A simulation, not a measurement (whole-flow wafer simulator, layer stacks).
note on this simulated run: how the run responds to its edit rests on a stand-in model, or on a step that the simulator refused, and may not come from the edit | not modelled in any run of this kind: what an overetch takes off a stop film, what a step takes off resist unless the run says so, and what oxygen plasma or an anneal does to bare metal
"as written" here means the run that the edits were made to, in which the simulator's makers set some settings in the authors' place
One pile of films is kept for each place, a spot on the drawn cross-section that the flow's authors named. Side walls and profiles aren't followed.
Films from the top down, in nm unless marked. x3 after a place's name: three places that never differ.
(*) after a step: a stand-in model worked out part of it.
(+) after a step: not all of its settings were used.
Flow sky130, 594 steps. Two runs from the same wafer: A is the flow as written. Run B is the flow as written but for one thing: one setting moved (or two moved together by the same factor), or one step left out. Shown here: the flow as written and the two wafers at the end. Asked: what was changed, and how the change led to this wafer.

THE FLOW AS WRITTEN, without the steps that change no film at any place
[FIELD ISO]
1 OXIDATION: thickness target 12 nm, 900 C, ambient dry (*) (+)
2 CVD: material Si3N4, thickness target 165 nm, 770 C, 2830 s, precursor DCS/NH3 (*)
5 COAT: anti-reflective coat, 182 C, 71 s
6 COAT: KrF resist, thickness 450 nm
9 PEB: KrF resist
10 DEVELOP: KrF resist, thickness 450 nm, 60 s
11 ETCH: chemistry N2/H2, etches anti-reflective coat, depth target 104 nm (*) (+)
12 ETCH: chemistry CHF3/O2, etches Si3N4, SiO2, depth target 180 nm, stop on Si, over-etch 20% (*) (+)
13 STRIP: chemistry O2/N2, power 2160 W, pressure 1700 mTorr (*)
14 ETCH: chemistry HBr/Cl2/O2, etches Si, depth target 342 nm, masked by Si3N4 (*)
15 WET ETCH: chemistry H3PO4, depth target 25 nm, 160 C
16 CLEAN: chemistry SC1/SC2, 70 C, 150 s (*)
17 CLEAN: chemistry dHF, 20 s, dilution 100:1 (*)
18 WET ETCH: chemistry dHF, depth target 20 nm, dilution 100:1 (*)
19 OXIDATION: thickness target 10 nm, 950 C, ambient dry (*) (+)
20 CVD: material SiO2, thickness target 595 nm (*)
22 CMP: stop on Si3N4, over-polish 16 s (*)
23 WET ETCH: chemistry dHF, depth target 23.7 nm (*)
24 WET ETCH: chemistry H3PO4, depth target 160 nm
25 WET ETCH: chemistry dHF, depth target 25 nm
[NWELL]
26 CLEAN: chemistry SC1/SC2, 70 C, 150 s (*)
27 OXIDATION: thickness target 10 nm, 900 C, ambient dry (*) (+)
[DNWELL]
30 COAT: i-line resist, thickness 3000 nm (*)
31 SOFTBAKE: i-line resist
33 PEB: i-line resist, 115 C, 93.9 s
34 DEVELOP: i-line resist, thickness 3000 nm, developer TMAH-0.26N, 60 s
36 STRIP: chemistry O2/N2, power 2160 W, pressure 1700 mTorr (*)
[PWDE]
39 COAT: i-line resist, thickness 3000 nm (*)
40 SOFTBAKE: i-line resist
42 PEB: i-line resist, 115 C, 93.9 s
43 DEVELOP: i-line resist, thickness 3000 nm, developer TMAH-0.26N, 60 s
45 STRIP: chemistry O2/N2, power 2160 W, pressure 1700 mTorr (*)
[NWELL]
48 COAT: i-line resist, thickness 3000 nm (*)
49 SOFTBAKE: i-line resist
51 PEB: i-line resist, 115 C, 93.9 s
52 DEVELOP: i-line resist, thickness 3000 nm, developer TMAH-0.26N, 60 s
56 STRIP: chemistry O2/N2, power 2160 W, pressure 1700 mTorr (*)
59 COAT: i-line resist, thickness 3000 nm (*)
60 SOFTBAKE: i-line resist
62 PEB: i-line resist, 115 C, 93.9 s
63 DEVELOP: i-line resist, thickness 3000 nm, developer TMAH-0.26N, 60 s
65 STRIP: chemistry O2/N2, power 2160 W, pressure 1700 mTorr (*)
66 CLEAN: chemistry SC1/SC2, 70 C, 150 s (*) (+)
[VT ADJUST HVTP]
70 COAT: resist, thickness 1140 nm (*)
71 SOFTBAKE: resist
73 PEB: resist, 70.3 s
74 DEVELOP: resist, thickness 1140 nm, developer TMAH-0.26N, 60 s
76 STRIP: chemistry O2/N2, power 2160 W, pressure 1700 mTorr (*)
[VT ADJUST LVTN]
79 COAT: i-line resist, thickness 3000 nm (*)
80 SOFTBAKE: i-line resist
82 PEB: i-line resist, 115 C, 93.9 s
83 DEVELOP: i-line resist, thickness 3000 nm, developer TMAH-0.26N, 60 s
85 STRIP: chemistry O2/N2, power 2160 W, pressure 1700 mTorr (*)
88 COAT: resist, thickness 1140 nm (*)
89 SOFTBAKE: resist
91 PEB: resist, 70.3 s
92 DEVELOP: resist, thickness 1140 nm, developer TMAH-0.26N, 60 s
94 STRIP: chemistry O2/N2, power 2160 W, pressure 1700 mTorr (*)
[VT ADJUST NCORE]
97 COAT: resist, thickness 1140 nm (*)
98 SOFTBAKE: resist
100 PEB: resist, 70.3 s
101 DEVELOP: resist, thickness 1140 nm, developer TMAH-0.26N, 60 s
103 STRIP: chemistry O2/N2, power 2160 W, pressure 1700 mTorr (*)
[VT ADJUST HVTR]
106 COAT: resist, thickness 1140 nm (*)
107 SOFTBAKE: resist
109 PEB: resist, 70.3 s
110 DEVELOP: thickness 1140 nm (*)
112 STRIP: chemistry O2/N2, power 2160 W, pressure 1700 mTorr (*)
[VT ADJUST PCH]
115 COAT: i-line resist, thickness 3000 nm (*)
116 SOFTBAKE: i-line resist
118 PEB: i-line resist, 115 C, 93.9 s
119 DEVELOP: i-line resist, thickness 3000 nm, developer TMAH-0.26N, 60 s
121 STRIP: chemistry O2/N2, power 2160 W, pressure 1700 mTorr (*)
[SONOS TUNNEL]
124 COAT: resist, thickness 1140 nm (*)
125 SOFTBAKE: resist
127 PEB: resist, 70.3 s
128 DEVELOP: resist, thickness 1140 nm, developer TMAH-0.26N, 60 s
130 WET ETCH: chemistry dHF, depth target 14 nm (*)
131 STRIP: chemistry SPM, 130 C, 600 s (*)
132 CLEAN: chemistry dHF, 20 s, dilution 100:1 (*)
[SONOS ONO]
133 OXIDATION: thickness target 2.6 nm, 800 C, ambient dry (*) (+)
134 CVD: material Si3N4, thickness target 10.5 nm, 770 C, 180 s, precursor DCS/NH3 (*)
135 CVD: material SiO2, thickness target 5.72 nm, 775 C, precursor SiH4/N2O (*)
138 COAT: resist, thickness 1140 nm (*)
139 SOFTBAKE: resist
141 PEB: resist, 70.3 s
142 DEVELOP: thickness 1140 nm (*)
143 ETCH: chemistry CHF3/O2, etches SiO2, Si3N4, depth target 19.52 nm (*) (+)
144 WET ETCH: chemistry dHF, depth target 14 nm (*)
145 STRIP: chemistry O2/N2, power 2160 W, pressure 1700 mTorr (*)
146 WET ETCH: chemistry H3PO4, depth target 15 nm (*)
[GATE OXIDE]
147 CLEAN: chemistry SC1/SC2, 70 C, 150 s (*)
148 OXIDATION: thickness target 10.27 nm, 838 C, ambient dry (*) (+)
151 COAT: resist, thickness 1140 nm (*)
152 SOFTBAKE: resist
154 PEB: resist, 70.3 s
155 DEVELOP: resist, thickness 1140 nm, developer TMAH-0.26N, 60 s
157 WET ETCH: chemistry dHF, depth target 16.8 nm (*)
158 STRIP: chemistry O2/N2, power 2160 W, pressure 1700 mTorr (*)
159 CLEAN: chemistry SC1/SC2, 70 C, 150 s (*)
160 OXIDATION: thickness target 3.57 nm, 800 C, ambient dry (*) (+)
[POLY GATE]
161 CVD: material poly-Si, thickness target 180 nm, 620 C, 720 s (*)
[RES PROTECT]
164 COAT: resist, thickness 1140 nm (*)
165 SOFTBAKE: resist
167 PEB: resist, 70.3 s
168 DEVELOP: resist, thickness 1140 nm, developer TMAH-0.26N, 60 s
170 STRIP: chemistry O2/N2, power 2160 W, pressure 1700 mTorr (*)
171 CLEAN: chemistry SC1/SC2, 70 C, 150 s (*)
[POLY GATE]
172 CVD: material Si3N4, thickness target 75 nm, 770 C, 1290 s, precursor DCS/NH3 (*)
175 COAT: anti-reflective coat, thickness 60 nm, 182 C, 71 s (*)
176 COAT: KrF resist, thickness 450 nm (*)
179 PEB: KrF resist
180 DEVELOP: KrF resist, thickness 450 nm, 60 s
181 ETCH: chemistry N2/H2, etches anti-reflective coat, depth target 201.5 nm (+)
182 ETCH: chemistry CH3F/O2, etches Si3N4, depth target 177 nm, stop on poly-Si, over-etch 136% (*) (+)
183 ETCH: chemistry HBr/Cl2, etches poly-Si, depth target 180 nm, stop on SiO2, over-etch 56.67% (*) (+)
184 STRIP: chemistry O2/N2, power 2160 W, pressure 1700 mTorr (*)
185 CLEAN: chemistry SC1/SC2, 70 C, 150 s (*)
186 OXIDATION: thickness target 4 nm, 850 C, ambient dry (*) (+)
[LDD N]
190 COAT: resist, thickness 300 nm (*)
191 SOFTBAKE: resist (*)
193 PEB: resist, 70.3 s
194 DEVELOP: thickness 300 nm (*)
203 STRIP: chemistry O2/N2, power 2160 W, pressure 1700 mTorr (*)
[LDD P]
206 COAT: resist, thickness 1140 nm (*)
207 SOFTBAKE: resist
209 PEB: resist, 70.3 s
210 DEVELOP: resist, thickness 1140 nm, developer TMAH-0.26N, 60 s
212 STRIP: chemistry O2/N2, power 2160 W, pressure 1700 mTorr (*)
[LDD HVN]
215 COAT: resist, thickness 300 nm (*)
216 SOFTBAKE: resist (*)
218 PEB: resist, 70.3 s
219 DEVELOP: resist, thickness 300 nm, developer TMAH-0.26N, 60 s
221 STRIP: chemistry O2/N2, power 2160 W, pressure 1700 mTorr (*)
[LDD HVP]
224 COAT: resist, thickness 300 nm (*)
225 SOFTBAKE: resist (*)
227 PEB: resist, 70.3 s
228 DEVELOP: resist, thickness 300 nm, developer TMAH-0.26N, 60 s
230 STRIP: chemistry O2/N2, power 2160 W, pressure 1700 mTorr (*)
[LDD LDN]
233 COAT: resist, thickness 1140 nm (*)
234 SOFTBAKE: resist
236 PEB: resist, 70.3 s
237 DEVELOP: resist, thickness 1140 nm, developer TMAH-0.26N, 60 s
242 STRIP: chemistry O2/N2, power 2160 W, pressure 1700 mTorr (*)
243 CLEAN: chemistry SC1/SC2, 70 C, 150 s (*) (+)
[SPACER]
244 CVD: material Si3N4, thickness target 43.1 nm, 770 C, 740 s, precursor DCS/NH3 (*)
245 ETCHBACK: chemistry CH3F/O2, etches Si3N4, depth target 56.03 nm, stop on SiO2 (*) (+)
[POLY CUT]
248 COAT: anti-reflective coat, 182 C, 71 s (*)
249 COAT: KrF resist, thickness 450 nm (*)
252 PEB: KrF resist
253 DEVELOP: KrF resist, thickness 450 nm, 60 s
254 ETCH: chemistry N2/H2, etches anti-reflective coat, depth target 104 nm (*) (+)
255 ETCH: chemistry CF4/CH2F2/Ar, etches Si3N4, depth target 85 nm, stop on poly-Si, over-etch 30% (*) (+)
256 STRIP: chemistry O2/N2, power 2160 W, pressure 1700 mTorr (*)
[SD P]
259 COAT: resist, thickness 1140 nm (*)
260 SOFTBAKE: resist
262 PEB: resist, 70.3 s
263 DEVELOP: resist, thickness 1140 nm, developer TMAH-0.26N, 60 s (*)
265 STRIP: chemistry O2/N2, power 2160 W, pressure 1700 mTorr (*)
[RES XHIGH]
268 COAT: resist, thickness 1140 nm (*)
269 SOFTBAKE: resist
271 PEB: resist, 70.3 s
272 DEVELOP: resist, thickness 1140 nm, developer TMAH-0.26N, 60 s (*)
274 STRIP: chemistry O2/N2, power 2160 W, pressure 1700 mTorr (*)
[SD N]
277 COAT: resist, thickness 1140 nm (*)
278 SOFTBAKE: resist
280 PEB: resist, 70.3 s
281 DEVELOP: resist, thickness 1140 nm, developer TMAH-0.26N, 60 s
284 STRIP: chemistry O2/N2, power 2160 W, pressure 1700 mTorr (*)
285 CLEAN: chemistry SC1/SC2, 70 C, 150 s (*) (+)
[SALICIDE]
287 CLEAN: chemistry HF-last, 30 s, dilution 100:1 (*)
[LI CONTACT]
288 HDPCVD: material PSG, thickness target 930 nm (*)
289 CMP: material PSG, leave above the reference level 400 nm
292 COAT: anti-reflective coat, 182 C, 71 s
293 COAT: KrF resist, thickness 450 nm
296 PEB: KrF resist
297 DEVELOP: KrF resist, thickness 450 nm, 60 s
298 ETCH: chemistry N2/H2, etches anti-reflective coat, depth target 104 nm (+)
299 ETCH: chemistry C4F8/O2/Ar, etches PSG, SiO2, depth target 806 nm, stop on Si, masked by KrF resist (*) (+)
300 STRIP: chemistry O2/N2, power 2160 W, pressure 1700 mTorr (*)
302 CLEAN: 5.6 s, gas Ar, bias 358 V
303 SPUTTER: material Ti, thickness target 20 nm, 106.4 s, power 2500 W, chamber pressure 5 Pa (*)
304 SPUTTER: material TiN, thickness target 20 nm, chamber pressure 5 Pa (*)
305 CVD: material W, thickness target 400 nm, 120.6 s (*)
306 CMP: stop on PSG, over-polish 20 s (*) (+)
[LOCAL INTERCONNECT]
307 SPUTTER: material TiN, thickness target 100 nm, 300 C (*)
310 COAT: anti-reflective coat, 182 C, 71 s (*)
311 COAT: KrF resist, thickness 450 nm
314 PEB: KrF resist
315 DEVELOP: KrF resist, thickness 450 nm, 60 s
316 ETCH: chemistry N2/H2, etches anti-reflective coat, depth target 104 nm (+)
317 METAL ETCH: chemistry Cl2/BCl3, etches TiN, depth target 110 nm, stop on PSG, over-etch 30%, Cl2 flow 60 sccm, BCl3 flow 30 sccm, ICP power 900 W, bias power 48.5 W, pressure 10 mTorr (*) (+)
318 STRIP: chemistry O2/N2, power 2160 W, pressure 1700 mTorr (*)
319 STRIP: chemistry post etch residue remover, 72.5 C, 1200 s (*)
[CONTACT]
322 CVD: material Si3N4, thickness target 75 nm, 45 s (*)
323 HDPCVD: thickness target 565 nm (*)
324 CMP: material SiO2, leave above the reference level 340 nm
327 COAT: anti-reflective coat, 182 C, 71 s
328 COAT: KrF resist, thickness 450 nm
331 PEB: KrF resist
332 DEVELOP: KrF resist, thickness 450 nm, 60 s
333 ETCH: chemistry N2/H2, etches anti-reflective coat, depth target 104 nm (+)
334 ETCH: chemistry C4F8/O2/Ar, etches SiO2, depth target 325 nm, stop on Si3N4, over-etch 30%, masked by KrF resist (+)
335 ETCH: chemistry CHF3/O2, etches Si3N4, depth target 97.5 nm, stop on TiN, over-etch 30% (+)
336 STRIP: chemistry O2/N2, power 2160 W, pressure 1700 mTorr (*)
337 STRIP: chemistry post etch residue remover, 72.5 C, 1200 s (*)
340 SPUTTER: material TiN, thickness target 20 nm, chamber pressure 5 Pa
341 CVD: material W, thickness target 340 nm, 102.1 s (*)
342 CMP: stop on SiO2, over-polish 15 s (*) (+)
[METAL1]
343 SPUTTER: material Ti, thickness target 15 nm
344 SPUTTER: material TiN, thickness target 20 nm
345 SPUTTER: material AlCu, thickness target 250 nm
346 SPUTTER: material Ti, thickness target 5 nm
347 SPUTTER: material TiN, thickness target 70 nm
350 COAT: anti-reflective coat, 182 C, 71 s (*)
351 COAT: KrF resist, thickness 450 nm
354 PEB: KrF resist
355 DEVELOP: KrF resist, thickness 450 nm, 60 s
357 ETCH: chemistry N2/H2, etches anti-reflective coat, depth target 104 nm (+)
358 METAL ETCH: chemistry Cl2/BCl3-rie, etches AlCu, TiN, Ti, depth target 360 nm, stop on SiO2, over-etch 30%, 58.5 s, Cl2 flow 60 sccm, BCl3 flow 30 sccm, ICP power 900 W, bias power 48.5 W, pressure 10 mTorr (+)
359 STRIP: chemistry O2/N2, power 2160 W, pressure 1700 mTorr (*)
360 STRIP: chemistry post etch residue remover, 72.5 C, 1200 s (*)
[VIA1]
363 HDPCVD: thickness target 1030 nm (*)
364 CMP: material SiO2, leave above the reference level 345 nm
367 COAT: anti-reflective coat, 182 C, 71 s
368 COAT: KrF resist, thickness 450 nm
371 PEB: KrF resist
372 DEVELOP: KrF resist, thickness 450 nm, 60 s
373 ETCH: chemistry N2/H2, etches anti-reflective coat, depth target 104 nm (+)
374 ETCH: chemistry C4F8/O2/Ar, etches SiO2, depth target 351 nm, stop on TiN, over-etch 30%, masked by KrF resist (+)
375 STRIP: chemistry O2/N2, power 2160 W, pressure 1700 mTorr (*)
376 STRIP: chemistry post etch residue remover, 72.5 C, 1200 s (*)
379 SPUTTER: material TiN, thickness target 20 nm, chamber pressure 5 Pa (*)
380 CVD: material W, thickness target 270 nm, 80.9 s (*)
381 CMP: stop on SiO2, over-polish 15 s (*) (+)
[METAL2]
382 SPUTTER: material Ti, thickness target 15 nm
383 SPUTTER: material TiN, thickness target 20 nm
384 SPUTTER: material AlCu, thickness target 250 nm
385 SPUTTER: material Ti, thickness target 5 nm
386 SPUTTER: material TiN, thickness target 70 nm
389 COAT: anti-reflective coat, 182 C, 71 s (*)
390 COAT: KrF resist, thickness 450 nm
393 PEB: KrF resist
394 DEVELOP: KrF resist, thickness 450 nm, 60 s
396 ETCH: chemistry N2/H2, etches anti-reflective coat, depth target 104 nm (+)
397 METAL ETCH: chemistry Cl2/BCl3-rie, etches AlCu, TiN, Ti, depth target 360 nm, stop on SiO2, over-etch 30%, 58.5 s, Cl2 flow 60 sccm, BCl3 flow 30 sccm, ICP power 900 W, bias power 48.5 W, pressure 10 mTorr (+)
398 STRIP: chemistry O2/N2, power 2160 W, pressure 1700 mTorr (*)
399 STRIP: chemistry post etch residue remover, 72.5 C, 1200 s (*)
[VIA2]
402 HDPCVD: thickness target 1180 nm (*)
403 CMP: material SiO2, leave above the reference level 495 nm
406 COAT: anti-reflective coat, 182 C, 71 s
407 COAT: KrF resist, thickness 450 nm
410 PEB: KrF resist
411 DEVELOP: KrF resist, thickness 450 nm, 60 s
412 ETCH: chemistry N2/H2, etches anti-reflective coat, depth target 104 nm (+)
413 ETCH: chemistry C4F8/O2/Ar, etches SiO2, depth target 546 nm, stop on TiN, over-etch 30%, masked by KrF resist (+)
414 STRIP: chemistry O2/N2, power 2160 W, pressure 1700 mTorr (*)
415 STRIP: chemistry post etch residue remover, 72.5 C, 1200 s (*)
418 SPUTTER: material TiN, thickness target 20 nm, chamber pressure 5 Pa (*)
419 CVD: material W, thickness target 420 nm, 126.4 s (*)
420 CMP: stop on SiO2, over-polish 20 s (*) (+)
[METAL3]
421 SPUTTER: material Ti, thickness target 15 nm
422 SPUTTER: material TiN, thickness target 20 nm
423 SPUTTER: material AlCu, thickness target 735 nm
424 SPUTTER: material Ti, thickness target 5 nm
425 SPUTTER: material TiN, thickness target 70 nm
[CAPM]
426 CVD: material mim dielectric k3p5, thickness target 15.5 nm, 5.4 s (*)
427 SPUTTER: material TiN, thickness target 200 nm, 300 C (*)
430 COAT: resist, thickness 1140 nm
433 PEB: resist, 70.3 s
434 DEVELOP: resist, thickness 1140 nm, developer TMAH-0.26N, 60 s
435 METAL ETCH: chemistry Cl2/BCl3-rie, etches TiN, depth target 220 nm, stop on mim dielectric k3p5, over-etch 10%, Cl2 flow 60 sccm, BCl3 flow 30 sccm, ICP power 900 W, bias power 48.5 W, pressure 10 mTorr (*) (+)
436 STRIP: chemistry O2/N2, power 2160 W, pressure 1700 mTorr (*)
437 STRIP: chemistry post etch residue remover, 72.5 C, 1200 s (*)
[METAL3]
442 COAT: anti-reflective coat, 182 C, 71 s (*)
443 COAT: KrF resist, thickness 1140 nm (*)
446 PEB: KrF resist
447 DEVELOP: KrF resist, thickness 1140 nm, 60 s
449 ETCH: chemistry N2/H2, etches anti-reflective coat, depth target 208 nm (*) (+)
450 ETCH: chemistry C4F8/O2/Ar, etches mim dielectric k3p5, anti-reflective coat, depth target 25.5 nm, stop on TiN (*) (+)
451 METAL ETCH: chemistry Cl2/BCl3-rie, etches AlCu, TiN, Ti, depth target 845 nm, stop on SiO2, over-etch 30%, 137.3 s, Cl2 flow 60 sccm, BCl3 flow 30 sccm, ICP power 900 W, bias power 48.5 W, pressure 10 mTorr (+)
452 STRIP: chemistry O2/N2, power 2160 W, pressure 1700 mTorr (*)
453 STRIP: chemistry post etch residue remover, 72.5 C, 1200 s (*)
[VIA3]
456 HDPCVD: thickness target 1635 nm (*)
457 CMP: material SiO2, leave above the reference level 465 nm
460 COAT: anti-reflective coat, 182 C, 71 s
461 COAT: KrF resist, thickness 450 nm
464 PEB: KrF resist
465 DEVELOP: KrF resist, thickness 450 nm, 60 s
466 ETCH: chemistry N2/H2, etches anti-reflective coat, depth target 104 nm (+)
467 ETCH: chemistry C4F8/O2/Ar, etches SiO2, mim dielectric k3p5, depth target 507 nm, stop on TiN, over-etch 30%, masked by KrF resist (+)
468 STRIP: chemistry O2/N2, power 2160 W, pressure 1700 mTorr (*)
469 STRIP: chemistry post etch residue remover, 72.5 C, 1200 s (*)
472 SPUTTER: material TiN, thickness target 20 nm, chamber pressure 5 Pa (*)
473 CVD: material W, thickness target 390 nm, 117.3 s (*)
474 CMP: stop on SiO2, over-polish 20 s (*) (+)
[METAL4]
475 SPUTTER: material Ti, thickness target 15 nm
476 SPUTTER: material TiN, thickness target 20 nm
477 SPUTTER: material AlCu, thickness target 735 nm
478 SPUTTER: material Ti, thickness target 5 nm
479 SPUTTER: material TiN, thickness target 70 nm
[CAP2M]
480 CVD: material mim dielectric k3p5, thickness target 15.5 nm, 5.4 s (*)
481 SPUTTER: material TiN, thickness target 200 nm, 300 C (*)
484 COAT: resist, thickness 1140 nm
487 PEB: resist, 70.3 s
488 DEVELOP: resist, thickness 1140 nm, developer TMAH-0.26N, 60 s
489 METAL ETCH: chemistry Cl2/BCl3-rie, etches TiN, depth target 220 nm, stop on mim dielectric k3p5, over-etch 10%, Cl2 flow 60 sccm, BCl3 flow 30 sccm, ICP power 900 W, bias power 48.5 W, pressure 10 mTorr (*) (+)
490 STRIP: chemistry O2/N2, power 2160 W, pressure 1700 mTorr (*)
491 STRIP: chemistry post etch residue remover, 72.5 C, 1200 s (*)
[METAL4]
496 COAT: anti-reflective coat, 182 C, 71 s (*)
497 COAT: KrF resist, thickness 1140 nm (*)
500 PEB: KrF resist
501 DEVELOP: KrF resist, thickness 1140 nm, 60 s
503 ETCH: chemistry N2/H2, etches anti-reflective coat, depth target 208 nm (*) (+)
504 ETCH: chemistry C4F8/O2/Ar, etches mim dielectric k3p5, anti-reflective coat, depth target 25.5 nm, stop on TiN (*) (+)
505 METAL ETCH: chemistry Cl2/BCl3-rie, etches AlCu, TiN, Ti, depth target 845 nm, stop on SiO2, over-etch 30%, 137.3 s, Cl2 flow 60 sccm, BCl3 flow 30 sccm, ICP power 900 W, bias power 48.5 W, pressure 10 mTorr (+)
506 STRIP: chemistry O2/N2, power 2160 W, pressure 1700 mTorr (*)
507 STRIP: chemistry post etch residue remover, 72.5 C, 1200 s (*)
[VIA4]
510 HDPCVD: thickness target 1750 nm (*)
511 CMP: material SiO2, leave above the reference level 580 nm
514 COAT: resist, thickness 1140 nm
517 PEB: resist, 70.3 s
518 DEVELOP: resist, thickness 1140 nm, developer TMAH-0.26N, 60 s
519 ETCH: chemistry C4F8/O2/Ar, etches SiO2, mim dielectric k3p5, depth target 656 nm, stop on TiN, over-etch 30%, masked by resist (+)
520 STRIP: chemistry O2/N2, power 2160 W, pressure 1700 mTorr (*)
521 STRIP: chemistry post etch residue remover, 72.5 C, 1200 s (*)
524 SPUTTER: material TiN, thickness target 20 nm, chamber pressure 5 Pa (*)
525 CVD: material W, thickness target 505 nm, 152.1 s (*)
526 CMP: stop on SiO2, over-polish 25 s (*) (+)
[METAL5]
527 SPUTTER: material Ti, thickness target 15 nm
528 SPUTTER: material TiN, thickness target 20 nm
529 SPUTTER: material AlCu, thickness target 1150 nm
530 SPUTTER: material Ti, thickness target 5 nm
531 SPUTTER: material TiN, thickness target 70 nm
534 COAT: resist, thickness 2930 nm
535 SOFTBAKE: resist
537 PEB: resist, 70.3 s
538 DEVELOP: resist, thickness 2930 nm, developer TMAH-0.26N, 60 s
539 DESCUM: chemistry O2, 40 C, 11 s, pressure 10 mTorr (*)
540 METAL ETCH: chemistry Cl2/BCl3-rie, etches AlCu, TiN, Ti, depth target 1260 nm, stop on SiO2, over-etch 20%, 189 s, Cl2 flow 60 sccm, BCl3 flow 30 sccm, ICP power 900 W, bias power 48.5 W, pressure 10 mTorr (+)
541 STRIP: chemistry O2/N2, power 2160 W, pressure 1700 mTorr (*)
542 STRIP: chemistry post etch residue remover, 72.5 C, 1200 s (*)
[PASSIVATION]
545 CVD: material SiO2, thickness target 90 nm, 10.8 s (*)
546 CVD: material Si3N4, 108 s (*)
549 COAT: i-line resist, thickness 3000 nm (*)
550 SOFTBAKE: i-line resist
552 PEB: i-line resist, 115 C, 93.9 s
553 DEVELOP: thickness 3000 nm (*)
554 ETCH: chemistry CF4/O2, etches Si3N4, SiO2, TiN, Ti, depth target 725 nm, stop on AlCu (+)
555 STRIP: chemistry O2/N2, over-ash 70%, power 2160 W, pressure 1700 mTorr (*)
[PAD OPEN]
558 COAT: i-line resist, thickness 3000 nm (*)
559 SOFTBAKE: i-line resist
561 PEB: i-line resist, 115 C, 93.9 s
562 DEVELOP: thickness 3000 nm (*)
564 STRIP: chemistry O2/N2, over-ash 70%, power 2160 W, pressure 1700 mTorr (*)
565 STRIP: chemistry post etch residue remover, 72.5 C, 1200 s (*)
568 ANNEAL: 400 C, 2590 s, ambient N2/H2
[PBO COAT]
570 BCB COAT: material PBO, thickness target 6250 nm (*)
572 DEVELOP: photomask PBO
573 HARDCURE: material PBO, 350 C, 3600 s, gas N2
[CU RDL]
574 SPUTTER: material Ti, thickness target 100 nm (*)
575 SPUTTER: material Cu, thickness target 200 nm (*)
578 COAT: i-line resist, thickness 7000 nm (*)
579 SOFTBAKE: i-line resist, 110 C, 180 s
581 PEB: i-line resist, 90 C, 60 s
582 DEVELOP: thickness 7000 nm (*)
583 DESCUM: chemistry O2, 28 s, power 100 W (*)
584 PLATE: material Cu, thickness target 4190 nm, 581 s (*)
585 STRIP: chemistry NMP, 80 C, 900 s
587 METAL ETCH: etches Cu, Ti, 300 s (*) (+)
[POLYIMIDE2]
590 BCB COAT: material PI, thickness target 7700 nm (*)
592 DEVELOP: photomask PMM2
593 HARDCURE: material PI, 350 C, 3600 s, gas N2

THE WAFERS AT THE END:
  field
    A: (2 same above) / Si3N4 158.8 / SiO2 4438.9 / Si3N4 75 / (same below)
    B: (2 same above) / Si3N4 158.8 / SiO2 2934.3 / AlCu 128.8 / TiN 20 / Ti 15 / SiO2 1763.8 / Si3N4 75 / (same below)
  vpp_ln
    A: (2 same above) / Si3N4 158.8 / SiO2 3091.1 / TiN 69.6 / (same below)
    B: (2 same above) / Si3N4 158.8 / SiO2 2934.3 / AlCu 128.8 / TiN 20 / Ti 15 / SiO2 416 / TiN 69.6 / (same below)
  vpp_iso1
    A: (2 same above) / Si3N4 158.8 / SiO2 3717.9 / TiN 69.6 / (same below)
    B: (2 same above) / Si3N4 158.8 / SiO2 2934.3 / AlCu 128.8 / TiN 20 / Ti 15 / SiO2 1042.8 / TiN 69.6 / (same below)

The cause: step 423, SPUTTER: thickness target 1158 nm was run, where the flow has thickness target 735 nm.

How the change led to this, step by step:
  423 SPUTTER: material AlCu, thickness target 735 nm
      field, active, n_well and 188 more: A AlCu +735 (new film) | B AlCu +1158 (new film)
  451 METAL ETCH: chemistry Cl2/BCl3-rie, etches AlCu, TiN, Ti, depth target 845 nm, stop on SiO2, over-etch 30%, 137.3 s, Cl2 flow 60 sccm, BCl3 flow 30 sccm, ICP power 900 W, bias power 48.5 W, pressure 10 mTorr (+)
      field, gate, spacer and 68 more: A TiN -70 (all of it), Ti -5 (all of it), AlCu -735 (all of it), TiN -20 (all of it), Ti -15 (all of it), SiO2 -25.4 | B TiN -70 (all of it), Ti -5 (all of it), AlCu -1023.5
      active, vpp_ln, vpp_iso2 and 11 more: A TiN -70 (all of it), Ti -5 (all of it), AlCu -735 (all of it), TiN -20 (all of it), Ti -15 (all of it), SiO2 -25.3 | B TiN -70 (all of it), Ti -5 (all of it), AlCu -1023.5
  453 STRIP: chemistry post etch residue remover, 72.5 C, 1200 s (*)
      field, active, gate and 82 more: A nothing | B AlCu -5.72
  456 HDPCVD: thickness target 1635 nm (*)
      field, active, gate and 82 more: A SiO2 +1635 | B SiO2 +1635 (new film)
  457 CMP: material SiO2, leave above the reference level 465 nm
      field, active, gate and 82 more: A SiO2 -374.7 | B SiO2 -140.8
Counting metal films that touch as one body, field has 1 body; the flow as written gives 0 bodies.
Counting metal films that touch as one body, vpp_ln has 3 bodies (between them, from the top down: SiO2 416; SiO2 267.2); the flow as written gives 2 bodies (between them, from the top down: SiO2 267.2).
Counting metal films that touch as one body, vpp_iso1 has 2 bodies (between them, from the top down: SiO2 1042.8); the flow as written gives 1 body.
